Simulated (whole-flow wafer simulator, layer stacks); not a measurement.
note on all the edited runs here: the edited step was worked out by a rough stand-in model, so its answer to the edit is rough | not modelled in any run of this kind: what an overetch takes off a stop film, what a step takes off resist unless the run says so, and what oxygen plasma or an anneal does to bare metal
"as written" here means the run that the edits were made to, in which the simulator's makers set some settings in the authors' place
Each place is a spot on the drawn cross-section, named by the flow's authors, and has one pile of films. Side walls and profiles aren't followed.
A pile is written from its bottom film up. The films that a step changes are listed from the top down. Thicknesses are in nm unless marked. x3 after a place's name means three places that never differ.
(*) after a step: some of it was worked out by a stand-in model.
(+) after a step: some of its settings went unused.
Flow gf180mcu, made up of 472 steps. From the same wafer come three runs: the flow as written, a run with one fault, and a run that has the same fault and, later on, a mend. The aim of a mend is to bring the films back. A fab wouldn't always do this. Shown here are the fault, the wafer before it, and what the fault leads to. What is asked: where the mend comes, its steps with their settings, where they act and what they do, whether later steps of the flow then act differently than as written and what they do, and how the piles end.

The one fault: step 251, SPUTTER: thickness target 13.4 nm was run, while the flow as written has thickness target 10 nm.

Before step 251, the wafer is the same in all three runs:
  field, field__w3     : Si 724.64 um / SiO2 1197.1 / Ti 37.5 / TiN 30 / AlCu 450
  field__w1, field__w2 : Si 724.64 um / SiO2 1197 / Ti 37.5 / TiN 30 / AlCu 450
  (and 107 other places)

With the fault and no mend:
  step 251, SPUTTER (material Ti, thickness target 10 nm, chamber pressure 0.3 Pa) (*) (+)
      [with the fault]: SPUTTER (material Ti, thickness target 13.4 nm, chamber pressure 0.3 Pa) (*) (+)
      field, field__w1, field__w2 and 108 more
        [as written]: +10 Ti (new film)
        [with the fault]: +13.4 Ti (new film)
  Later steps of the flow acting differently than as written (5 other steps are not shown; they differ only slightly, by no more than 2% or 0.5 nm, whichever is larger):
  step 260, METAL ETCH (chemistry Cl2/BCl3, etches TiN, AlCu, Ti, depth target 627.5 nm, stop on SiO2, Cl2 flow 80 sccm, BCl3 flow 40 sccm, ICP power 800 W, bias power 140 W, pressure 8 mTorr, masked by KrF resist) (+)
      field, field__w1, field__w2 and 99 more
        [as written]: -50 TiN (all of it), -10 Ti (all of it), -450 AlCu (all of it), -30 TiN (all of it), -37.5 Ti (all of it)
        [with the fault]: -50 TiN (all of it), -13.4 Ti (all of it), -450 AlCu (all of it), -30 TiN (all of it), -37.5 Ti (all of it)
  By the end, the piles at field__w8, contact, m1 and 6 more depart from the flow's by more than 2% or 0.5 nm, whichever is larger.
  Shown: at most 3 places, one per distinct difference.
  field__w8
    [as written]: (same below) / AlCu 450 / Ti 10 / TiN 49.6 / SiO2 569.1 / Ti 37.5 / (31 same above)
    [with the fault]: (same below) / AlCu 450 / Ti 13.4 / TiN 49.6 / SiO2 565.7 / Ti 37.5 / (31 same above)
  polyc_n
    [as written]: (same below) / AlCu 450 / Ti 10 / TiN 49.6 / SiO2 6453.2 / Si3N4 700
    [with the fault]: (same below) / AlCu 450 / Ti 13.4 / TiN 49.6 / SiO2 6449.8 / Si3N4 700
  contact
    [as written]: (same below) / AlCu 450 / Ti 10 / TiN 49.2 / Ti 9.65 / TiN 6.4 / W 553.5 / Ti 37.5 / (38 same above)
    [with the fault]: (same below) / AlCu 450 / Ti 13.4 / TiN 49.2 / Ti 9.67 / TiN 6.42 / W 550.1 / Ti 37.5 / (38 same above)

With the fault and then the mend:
  After step 251 comes the mend.
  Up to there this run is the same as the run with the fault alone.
  step 251a, METAL ETCH (chemistry Cl2/BCl3, etches TiN, AlCu, Ti, depth target 3.4 nm, Cl2 flow 80 sccm, BCl3 flow 40 sccm, ICP power 800 W, bias power 140 W, pressure 8 mTorr)
      field, field__w1, field__w2 and 108 more
        -3.4 Ti
  Every later step of the flow that is run acts as written at every place that is followed.
  The piles end the same as the flow's at every place that both follow.
